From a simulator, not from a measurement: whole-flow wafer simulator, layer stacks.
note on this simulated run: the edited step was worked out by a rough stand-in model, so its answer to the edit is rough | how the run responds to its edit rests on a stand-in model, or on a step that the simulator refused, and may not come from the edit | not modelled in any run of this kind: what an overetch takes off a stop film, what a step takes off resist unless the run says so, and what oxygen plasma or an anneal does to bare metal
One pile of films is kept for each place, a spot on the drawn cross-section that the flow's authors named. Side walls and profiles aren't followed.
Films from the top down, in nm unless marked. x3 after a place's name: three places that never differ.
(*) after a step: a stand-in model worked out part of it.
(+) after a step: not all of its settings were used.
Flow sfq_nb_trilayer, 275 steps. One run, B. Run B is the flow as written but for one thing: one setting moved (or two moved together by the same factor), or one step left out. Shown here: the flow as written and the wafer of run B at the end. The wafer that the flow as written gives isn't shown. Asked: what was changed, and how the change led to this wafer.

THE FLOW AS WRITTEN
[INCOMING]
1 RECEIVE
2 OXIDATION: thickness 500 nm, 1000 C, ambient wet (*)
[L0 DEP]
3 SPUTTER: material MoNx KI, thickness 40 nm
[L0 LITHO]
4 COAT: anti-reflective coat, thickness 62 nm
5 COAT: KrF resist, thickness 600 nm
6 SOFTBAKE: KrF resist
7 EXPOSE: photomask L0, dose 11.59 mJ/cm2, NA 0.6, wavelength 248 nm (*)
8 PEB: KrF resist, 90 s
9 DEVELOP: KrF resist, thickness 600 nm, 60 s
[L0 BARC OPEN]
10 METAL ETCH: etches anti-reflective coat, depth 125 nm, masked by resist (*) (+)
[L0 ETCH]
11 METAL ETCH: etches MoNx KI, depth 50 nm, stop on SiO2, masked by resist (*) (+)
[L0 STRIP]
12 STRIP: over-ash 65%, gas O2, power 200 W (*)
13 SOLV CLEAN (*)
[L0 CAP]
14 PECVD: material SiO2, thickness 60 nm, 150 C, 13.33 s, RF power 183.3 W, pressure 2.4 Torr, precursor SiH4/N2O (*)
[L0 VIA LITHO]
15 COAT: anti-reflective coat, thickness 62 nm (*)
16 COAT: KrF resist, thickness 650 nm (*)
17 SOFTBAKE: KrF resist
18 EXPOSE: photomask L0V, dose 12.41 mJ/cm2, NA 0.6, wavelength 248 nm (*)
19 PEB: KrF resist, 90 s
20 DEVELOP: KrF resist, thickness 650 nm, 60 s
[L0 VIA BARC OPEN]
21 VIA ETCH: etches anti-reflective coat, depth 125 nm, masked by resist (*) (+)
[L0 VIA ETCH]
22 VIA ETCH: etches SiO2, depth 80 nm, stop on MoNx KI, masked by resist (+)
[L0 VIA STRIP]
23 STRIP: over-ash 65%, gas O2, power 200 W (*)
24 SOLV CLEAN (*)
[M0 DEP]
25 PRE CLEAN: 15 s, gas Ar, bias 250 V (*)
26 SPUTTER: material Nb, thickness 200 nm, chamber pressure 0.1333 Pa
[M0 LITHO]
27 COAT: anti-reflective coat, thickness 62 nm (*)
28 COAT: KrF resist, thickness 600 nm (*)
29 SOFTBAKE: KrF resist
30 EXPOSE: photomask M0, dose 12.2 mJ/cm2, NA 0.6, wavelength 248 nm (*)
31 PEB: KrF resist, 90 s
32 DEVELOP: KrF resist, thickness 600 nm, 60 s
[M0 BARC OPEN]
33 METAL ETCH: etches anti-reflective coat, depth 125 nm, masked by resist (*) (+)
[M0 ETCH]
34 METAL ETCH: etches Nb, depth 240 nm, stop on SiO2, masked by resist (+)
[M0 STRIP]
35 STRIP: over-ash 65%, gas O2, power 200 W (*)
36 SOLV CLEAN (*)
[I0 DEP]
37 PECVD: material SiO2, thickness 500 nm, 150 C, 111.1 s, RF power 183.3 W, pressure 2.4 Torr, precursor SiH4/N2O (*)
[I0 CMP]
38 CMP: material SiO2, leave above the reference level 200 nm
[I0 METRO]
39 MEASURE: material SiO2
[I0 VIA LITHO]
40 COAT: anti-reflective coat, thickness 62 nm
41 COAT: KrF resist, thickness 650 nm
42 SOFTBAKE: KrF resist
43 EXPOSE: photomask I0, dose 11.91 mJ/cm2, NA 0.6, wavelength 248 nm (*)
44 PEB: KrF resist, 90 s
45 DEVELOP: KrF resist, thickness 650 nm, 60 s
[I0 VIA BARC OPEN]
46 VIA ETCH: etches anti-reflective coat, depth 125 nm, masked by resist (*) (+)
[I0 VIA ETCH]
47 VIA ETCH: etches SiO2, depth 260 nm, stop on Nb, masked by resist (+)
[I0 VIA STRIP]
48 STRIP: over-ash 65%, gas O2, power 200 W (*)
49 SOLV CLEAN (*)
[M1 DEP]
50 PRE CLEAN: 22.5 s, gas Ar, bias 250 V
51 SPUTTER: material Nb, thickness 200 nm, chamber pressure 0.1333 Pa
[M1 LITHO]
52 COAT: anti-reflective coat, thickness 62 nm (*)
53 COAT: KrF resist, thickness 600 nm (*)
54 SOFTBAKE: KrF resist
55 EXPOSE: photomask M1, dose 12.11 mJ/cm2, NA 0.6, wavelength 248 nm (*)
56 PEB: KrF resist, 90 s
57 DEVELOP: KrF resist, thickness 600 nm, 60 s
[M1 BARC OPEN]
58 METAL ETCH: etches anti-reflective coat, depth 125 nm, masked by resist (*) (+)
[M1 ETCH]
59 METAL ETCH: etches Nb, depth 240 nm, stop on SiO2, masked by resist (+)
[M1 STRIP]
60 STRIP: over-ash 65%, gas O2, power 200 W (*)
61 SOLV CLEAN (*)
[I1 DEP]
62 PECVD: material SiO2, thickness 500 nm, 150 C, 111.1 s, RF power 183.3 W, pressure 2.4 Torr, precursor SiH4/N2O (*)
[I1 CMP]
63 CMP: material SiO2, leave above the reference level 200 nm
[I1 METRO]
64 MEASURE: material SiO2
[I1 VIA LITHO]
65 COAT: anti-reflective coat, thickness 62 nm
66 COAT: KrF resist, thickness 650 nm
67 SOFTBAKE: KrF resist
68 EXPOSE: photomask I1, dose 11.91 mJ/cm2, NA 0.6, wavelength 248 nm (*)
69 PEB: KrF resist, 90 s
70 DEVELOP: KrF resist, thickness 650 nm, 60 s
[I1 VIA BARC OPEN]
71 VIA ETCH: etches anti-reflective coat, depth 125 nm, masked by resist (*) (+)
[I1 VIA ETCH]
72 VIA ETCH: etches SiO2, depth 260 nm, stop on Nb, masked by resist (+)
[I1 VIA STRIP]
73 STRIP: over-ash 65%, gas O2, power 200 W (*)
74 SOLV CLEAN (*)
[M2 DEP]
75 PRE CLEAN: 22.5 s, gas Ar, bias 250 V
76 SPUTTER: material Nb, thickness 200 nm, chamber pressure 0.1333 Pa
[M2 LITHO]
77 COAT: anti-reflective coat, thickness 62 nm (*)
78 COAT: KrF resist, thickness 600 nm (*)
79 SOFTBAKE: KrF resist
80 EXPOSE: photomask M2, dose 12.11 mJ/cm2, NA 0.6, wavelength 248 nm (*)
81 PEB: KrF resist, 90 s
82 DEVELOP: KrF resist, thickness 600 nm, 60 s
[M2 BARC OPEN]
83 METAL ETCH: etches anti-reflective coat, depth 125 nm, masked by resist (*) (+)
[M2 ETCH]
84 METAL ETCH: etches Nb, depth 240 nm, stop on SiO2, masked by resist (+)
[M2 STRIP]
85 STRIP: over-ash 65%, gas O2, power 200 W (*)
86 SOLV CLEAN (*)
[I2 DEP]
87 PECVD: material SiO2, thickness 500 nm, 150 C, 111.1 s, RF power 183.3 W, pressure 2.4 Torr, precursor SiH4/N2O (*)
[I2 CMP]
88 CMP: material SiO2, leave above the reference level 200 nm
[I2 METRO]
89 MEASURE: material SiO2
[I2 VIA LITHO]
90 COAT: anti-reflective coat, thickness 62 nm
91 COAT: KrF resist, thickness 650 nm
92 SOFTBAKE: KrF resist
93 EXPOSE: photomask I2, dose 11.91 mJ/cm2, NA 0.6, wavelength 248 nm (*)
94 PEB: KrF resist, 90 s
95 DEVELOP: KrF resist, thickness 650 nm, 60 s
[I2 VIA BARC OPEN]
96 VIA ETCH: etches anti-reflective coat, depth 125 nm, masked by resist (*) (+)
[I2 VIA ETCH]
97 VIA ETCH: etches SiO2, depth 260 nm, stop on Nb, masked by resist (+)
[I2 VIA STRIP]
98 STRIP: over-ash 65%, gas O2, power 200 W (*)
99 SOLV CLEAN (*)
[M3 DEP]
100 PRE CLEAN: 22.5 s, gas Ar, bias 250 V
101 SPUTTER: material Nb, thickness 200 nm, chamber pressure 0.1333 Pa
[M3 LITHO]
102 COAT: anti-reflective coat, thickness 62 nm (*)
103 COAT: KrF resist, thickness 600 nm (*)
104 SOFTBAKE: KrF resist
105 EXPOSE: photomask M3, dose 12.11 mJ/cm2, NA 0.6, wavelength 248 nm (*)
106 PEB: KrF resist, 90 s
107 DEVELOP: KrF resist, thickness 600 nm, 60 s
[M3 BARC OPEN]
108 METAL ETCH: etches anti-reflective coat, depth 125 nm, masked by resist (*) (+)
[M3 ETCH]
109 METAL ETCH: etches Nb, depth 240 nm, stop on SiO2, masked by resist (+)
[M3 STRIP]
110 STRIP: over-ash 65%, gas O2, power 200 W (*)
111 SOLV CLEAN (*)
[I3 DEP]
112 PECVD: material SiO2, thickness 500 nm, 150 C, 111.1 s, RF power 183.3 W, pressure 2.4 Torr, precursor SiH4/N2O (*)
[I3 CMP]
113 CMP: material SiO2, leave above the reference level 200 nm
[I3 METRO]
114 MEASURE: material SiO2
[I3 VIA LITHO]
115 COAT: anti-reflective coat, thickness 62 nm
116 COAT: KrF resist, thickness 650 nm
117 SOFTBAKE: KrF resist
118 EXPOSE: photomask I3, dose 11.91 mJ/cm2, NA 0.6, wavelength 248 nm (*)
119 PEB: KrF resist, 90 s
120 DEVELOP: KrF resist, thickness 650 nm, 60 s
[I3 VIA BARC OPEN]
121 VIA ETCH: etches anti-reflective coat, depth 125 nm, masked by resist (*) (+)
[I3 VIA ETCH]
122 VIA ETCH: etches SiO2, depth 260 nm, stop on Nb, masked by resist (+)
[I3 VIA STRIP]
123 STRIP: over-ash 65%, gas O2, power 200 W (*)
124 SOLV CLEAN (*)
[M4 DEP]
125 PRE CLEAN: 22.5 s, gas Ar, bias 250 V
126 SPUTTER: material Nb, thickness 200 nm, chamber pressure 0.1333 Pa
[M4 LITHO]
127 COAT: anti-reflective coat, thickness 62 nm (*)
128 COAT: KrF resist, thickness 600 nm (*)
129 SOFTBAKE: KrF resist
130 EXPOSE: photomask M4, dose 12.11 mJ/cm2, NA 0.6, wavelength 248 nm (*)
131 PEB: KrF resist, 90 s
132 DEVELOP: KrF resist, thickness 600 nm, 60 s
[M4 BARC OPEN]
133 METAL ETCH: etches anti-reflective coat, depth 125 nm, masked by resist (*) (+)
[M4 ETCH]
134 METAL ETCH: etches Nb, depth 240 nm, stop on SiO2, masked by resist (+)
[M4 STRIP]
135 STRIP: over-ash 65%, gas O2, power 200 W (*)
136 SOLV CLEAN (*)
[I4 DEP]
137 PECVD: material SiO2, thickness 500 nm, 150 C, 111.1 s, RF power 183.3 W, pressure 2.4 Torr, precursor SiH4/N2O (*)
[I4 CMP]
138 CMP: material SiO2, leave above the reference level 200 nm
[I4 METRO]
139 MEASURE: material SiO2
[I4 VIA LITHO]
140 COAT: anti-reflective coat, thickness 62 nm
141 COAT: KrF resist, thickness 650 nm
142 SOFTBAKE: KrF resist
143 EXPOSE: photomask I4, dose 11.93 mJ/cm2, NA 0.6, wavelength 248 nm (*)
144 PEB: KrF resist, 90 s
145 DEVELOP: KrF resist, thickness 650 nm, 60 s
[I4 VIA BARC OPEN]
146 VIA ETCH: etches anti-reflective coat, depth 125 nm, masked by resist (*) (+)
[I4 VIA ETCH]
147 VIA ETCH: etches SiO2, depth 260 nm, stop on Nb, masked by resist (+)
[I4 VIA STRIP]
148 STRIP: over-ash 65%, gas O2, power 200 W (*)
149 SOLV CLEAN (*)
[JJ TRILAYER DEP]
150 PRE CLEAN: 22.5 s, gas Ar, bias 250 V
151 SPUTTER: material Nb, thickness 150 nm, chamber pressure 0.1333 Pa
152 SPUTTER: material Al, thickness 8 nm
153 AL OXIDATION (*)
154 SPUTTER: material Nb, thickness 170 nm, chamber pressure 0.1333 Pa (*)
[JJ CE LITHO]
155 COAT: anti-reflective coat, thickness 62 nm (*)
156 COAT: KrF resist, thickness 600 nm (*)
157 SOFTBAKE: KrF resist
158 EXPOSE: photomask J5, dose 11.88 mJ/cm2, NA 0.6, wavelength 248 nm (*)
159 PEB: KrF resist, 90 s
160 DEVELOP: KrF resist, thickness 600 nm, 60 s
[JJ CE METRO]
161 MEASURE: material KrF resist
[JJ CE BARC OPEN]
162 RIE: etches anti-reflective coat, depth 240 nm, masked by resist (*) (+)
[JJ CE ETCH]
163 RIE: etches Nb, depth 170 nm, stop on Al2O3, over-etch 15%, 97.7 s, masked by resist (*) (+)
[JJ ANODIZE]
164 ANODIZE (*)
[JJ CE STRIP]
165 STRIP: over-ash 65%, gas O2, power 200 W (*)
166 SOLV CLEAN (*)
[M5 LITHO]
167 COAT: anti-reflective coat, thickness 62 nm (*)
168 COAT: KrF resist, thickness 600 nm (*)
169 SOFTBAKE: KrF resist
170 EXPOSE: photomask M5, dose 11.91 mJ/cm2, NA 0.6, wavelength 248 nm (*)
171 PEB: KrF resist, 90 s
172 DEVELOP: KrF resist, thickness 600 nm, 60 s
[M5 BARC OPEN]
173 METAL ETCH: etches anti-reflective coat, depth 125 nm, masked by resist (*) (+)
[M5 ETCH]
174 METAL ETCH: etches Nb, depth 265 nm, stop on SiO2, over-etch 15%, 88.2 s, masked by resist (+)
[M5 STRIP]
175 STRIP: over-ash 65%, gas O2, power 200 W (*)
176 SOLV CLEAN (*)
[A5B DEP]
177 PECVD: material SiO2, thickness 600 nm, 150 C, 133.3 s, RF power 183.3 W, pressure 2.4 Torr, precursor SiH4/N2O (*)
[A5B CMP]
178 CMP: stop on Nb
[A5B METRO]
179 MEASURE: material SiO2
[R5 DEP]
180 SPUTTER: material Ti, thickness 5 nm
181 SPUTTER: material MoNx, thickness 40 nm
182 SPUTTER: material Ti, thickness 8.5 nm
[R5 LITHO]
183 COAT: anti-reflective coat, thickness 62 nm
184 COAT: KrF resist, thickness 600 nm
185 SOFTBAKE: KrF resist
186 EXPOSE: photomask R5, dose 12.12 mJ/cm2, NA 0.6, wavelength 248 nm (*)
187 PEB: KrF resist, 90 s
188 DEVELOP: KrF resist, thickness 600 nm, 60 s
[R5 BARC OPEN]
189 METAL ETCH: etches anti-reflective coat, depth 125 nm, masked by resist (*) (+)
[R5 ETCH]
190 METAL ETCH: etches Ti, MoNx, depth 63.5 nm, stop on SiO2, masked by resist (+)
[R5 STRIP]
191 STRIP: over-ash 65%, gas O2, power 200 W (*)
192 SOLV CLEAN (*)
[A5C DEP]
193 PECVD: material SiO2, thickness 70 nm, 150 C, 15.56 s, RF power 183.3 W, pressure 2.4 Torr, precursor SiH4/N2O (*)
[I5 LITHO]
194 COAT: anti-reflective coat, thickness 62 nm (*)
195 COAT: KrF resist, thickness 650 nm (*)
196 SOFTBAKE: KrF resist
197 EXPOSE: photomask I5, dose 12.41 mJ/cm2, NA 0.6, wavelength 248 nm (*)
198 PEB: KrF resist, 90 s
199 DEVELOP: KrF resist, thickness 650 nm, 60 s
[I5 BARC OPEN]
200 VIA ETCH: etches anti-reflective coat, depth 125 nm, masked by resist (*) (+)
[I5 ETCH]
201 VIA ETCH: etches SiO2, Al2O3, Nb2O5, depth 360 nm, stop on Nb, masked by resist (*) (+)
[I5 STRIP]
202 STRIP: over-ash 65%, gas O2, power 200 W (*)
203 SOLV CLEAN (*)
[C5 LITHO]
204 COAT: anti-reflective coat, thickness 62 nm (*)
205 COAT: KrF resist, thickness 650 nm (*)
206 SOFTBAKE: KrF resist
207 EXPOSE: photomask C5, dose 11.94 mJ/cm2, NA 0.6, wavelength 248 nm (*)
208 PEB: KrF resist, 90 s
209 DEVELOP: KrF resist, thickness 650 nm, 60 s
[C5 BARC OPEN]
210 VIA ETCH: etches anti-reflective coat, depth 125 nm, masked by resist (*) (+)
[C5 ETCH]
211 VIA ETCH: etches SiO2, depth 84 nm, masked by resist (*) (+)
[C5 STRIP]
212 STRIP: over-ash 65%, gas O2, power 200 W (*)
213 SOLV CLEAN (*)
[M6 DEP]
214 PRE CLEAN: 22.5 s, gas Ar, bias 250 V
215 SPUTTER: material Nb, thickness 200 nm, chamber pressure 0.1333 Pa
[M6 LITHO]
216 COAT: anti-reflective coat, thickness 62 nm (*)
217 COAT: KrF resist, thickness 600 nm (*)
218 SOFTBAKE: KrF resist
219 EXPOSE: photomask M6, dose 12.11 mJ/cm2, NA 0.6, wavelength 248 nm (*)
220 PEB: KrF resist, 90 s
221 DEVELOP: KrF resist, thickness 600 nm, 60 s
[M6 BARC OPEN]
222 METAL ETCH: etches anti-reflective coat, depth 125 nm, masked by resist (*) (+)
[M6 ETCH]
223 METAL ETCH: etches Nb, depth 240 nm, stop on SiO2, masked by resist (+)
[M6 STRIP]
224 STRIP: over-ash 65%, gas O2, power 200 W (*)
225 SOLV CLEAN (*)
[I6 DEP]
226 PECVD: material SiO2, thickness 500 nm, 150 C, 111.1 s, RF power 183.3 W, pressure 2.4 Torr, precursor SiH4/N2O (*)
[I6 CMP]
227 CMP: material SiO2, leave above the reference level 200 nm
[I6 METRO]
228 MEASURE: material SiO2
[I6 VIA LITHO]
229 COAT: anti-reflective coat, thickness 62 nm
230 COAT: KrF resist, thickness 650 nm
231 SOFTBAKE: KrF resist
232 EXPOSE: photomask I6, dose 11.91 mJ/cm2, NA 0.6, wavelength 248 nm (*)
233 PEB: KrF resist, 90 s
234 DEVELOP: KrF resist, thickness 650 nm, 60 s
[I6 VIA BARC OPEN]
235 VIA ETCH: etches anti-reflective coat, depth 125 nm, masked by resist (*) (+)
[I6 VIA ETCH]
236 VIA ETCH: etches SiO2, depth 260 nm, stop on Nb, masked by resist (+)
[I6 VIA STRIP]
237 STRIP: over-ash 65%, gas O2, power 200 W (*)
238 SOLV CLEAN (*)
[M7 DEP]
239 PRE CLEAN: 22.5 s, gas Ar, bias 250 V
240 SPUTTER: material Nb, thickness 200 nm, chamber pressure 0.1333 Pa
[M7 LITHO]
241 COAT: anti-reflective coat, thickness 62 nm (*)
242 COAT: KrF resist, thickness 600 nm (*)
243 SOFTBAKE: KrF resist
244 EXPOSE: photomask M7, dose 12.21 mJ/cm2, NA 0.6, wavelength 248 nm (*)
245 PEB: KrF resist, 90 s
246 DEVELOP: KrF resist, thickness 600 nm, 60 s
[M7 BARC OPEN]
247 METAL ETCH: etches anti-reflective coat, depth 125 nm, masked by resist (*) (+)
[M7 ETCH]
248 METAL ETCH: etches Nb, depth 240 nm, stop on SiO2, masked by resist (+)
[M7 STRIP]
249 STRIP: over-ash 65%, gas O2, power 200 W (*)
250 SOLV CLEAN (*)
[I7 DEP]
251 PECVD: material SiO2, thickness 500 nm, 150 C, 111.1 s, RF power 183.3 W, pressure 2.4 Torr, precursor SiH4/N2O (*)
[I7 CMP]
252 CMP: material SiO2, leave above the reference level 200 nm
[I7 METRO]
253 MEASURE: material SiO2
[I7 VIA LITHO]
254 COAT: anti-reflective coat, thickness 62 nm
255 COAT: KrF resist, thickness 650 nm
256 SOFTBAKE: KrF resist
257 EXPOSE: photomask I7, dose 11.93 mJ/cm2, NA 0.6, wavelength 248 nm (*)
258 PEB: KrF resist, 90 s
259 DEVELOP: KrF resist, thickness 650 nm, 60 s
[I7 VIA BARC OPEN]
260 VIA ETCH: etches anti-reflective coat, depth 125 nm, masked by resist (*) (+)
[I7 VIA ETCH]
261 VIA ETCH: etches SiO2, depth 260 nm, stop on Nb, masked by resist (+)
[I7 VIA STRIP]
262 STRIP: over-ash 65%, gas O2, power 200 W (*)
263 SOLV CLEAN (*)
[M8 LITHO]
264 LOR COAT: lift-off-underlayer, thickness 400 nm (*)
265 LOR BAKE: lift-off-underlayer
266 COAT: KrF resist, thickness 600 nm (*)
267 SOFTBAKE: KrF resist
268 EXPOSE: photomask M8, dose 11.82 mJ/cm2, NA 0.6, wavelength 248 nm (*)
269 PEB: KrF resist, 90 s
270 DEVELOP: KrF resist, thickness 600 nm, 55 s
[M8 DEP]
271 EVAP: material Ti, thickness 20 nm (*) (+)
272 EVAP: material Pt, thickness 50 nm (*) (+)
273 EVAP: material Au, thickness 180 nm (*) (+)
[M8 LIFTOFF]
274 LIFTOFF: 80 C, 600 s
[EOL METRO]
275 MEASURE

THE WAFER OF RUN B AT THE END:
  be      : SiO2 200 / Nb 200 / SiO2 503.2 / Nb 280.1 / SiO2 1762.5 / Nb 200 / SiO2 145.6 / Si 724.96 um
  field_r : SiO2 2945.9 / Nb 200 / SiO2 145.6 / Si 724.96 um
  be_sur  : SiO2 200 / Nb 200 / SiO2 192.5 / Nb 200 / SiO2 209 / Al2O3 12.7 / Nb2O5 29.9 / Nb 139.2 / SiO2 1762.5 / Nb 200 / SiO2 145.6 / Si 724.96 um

The cause: step 2, OXIDATION: 850 C was run, where the flow has 1000 C.

How the change led to this, step by step:
  2 OXIDATION: thickness 500 nm, 1000 C, ambient wet (*)
      field_l, v_sur, via_wl and 103 more: SiO2 +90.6 (new film), chemical SiO2 -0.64 (all of it), Si -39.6 (as written it would be: SiO2 +500 (new film), chemical SiO2 -0.64 (all of it), Si -219.7)
